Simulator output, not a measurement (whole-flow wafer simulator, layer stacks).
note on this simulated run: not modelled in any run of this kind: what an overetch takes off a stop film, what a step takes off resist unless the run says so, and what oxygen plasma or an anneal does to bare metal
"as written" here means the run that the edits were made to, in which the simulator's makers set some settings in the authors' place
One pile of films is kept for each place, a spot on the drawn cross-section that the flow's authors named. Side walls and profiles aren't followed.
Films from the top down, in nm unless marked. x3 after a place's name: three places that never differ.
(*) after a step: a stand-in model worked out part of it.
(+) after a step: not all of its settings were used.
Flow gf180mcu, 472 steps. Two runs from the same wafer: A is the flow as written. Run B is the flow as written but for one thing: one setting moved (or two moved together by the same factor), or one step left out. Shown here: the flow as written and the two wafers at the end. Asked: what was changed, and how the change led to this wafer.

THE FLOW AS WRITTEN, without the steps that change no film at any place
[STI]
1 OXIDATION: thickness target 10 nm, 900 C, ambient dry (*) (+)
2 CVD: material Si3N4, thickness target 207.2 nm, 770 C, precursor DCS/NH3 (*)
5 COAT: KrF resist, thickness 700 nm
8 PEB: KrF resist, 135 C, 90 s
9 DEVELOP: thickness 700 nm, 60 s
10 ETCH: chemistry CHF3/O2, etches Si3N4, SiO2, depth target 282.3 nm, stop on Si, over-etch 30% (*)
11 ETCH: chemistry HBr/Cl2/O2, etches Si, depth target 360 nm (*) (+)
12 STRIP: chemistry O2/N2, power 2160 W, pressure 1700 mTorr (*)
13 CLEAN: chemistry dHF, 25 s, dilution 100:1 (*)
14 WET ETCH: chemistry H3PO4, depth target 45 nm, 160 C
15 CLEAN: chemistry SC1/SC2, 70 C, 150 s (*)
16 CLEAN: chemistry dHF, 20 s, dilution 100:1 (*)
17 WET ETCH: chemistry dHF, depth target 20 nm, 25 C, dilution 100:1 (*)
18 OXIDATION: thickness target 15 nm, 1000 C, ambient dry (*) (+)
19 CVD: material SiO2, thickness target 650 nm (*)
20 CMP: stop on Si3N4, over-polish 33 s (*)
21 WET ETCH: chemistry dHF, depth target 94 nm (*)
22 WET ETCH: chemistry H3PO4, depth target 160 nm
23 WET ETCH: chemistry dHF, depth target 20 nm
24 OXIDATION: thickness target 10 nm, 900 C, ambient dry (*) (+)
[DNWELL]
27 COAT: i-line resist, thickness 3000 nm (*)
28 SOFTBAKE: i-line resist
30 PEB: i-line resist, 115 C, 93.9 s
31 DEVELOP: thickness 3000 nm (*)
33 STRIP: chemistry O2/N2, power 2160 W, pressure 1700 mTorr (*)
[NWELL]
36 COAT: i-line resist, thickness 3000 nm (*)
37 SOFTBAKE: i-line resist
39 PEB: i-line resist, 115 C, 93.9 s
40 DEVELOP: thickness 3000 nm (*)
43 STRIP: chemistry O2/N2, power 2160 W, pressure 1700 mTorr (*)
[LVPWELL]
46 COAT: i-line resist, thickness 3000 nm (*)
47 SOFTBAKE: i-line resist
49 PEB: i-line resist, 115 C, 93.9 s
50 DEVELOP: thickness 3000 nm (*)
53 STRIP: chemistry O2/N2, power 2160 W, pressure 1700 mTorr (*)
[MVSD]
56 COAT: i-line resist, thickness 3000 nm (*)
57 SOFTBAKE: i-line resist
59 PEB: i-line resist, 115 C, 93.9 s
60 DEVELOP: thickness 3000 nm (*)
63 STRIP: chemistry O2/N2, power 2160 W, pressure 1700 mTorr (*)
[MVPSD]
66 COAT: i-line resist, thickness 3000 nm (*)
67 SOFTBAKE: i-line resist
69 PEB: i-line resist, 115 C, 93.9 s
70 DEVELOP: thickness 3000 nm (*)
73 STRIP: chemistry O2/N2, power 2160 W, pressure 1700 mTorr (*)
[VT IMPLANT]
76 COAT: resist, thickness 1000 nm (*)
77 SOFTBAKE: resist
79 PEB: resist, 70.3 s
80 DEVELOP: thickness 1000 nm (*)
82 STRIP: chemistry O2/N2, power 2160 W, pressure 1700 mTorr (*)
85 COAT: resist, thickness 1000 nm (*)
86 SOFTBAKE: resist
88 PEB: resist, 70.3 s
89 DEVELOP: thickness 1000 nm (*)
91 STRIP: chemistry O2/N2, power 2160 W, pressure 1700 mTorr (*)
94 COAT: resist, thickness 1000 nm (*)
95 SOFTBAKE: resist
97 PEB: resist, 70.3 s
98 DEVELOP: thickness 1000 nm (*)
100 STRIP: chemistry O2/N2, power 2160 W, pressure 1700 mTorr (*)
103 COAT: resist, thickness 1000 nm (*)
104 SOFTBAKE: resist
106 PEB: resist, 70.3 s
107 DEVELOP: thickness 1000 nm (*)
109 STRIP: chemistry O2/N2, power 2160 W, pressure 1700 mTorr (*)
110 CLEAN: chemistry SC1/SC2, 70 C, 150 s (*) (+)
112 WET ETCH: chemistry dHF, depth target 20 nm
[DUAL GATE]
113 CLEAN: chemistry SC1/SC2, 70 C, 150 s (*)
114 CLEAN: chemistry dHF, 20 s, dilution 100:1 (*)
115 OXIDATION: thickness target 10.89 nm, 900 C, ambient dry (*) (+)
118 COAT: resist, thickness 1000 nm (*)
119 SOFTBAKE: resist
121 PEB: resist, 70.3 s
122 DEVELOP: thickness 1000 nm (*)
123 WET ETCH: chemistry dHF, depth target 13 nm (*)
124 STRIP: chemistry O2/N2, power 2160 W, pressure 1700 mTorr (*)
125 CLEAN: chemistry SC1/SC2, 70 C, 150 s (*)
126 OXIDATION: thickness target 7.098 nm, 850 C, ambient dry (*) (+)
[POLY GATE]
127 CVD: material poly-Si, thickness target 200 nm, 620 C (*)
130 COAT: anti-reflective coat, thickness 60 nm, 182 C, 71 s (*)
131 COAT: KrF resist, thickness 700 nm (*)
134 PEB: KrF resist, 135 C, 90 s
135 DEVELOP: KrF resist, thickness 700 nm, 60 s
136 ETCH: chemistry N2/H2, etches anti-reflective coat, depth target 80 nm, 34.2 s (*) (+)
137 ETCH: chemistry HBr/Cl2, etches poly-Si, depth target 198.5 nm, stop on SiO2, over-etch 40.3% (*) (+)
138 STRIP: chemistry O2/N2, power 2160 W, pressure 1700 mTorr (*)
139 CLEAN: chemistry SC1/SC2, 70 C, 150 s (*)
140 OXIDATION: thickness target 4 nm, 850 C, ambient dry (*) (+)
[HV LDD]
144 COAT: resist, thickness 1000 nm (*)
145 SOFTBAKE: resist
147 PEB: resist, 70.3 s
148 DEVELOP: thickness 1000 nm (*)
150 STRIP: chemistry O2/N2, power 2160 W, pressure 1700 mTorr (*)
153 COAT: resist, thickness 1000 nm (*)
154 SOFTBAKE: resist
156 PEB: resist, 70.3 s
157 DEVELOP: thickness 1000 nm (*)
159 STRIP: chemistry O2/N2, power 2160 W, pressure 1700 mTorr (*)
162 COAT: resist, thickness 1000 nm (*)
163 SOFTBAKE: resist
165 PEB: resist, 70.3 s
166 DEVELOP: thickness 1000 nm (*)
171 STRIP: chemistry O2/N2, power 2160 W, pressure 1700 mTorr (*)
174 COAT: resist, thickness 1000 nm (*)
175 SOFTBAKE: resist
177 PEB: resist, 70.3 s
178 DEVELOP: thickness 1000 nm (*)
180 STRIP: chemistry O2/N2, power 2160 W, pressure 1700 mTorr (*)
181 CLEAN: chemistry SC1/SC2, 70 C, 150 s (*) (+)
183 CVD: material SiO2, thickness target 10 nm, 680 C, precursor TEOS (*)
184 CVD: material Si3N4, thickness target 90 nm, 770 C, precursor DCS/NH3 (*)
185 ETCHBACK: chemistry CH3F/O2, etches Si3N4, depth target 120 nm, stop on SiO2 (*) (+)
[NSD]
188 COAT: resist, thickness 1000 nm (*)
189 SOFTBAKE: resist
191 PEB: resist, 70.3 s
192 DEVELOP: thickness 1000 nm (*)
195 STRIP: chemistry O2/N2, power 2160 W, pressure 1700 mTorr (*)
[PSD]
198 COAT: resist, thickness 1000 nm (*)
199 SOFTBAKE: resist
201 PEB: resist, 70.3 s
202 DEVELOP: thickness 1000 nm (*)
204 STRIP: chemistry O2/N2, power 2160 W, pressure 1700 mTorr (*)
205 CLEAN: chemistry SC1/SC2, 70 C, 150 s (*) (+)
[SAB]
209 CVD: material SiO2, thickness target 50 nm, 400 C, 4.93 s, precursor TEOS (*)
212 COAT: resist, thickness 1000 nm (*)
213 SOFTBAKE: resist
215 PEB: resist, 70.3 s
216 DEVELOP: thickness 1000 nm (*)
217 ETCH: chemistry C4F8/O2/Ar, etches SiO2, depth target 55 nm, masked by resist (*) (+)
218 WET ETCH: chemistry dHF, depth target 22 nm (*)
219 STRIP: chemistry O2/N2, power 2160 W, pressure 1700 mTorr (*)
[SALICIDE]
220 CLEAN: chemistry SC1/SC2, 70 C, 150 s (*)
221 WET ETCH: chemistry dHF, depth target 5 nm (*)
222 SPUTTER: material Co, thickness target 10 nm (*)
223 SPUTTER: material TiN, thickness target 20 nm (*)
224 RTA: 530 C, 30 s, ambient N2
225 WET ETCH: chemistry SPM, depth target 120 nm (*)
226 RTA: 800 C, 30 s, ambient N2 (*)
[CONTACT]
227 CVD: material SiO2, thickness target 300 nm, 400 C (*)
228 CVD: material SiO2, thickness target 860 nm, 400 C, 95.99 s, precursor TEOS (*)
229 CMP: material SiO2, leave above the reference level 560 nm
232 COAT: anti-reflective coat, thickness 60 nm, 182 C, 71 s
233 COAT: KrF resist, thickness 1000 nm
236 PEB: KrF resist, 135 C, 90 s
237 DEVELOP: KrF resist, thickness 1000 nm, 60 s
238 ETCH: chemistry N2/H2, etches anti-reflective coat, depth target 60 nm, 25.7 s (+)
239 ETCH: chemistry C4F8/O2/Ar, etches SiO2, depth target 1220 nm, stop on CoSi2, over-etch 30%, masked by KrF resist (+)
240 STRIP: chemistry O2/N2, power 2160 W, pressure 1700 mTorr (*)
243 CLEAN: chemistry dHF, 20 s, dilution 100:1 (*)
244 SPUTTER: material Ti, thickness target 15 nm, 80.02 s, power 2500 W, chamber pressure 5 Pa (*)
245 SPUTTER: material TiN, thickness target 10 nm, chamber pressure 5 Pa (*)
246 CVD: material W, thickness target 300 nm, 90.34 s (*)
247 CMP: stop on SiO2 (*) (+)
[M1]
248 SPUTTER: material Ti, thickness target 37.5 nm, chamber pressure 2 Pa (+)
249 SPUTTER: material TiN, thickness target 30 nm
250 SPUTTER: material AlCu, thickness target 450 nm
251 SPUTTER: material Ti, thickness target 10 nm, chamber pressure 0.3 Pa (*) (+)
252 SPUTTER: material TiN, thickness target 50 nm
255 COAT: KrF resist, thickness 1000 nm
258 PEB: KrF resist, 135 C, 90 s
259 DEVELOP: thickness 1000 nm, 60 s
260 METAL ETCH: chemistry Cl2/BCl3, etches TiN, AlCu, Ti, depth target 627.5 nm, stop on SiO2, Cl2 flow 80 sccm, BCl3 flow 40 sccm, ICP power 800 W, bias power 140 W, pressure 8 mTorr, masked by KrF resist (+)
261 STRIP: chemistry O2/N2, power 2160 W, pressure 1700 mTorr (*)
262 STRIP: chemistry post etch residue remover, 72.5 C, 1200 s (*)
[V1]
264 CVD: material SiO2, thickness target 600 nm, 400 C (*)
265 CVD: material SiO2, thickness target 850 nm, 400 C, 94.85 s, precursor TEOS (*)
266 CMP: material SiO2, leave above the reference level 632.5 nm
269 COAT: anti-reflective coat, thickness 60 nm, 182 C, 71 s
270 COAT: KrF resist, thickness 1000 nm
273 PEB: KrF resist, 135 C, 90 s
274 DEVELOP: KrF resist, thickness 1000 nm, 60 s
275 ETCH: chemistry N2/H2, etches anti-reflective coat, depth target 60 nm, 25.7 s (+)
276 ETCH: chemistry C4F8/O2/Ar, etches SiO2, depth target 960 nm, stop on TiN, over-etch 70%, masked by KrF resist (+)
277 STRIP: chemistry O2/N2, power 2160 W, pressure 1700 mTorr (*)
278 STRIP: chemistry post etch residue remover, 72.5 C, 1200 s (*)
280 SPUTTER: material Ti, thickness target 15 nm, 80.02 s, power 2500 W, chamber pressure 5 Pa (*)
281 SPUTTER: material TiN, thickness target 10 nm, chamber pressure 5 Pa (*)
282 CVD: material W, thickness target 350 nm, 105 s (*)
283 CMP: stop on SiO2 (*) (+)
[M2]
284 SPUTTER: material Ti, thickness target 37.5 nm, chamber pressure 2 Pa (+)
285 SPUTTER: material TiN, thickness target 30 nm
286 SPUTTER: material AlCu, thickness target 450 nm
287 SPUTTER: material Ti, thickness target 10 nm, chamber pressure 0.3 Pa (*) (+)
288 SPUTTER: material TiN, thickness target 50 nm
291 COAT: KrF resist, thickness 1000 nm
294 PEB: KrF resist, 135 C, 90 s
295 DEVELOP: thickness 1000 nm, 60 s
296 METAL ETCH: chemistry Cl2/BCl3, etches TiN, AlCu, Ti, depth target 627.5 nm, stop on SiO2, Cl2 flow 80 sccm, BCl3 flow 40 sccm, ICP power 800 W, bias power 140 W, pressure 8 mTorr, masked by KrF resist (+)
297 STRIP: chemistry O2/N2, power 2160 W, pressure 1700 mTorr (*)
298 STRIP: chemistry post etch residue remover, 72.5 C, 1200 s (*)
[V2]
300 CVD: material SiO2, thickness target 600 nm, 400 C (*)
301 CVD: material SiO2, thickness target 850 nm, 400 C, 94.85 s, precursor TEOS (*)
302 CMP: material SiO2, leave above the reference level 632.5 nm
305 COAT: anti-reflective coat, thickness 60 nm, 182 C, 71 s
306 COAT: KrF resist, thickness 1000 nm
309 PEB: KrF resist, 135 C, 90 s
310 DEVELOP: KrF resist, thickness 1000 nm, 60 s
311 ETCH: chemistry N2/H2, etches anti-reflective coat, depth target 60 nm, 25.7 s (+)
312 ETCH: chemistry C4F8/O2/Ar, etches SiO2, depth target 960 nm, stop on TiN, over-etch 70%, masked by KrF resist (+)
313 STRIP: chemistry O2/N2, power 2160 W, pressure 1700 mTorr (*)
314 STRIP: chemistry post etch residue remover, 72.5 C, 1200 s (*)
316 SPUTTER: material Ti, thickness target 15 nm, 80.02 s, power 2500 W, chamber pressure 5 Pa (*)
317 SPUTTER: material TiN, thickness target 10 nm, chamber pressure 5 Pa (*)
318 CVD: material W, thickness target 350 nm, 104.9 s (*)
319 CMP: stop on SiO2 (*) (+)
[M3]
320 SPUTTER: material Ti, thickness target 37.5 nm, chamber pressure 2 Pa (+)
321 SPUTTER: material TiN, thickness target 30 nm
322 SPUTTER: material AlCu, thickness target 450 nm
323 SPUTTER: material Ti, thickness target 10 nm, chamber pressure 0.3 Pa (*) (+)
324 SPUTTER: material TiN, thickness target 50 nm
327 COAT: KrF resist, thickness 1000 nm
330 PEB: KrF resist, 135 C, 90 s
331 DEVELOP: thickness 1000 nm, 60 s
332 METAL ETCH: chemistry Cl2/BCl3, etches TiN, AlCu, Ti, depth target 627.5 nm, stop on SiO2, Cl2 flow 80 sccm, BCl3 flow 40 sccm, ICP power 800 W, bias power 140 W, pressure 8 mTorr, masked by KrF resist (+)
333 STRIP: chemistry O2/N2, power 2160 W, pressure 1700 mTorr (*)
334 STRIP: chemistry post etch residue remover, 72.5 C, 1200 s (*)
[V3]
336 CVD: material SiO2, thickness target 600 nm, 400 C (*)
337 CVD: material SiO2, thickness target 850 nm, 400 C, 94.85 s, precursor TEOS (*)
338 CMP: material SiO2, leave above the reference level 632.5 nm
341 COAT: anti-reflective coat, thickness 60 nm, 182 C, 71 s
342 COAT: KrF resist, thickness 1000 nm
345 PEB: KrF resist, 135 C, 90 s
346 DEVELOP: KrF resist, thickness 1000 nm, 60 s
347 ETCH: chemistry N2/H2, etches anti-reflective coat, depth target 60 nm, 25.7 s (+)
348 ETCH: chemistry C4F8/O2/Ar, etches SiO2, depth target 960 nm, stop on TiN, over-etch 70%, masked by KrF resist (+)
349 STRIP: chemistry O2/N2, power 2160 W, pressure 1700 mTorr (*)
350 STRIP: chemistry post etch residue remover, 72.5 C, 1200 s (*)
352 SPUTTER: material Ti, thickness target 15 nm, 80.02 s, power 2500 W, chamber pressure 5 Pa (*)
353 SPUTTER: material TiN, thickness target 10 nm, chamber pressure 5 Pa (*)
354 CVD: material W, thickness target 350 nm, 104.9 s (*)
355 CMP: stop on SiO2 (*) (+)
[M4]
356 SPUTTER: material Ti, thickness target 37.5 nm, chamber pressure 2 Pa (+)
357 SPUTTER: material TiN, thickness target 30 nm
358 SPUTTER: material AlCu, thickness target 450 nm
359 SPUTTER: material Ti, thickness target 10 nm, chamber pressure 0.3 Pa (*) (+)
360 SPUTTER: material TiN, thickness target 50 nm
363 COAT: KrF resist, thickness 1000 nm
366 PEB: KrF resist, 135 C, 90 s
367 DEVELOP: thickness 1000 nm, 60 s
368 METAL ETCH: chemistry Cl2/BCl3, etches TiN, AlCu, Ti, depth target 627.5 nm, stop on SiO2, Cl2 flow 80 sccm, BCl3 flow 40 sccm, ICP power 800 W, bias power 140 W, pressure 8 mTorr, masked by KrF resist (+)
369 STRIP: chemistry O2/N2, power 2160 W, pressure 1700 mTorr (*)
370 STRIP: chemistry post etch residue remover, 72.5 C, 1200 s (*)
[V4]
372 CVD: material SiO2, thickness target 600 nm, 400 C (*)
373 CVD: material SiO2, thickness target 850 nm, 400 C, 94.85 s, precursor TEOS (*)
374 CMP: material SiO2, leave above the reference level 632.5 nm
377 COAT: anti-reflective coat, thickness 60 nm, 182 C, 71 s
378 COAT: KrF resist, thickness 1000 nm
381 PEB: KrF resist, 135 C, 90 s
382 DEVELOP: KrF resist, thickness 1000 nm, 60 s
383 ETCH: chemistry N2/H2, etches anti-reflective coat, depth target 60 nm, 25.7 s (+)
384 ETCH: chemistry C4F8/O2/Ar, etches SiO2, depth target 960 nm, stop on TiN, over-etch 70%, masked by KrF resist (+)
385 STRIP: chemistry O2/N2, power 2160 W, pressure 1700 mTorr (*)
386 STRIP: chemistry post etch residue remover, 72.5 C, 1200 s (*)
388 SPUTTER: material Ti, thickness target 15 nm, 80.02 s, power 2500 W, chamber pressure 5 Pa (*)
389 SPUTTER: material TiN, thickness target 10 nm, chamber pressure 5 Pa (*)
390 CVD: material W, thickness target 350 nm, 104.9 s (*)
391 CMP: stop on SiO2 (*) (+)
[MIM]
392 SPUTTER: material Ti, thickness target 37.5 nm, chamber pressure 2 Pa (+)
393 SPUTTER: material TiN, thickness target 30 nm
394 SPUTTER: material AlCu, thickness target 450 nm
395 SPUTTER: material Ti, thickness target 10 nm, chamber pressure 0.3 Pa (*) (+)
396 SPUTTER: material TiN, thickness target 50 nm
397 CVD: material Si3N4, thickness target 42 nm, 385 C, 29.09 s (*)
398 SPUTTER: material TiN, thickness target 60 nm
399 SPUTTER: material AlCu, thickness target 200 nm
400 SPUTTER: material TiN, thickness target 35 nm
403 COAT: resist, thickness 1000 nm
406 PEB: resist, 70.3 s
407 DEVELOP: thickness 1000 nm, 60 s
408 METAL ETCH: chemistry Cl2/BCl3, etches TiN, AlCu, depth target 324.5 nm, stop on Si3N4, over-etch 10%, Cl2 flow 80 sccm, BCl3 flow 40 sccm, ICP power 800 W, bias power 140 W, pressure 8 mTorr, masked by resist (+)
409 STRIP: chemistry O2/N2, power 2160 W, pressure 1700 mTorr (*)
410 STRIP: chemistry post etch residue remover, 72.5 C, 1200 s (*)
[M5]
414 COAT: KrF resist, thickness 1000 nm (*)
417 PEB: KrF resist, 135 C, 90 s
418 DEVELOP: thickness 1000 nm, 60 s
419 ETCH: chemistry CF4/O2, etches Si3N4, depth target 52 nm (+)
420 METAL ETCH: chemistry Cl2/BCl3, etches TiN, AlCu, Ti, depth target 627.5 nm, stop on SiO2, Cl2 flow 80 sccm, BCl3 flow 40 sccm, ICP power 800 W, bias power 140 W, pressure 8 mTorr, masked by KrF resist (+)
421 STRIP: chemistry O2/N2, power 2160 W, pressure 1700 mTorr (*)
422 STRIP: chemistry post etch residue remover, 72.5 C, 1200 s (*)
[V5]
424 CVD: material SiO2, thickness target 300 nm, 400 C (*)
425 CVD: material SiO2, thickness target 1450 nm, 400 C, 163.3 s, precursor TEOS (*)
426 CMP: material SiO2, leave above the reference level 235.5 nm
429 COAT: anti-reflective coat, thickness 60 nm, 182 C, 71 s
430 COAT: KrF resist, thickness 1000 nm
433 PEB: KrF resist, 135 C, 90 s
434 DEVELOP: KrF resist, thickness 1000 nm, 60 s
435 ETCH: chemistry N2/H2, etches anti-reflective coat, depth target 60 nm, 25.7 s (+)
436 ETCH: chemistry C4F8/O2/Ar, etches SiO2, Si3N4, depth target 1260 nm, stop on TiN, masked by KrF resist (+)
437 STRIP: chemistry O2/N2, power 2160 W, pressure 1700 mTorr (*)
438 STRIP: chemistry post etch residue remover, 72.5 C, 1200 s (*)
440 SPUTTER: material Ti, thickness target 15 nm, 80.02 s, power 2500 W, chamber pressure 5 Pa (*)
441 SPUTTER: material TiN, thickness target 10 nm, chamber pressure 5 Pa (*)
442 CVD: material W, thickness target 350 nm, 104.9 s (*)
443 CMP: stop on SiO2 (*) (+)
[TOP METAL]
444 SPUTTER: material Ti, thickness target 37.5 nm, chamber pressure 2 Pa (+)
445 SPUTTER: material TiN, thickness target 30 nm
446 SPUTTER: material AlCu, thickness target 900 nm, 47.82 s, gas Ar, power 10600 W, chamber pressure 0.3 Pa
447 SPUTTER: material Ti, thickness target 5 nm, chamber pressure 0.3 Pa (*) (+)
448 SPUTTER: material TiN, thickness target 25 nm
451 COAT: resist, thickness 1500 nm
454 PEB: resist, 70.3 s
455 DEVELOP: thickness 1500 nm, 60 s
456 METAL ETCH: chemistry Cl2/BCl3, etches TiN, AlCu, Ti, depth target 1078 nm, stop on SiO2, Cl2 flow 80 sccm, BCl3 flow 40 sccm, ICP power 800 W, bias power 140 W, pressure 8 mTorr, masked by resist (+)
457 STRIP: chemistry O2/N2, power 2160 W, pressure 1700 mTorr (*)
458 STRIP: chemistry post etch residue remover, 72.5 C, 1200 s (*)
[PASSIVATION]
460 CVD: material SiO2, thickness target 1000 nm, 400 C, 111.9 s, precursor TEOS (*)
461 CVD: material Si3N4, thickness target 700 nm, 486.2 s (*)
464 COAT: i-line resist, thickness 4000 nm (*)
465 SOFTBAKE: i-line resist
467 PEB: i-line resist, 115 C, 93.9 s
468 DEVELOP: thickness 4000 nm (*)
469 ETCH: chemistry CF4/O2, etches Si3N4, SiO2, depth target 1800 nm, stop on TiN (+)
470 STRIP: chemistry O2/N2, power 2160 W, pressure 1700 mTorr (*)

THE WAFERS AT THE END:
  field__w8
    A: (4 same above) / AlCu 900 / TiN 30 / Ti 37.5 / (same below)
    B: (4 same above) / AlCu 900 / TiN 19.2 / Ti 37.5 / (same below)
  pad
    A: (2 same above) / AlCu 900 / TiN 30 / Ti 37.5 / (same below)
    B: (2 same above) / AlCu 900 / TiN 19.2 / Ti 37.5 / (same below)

The cause: step 445, SPUTTER: thickness target 19.2 nm was run, where the flow has thickness target 30 nm.
It can be read off the wafer: field__w8 has TiN 19.2, and step 445 as written asks for 30 nm.

How the change led to this, step by step:
  445 SPUTTER: material TiN, thickness target 30 nm
      field, field__w1, field__w2 and 109 more: A TiN +30 (new film) | B TiN +19.2 (new film)
  456 METAL ETCH: chemistry Cl2/BCl3, etches TiN, AlCu, Ti, depth target 1078 nm, stop on SiO2, Cl2 flow 80 sccm, BCl3 flow 40 sccm, ICP power 800 W, bias power 140 W, pressure 8 mTorr, masked by resist (+)
      field, field__w1, field__w2 and 103 more: A TiN -25 (all of it), Ti -5 (all of it), AlCu -900 (all of it), TiN -30 (all of it), Ti -37.5 (all of it) | B TiN -25 (all of it), Ti -5 (all of it), AlCu -900 (all of it), TiN -19.2 (all of it), Ti -37.5 (all of it)
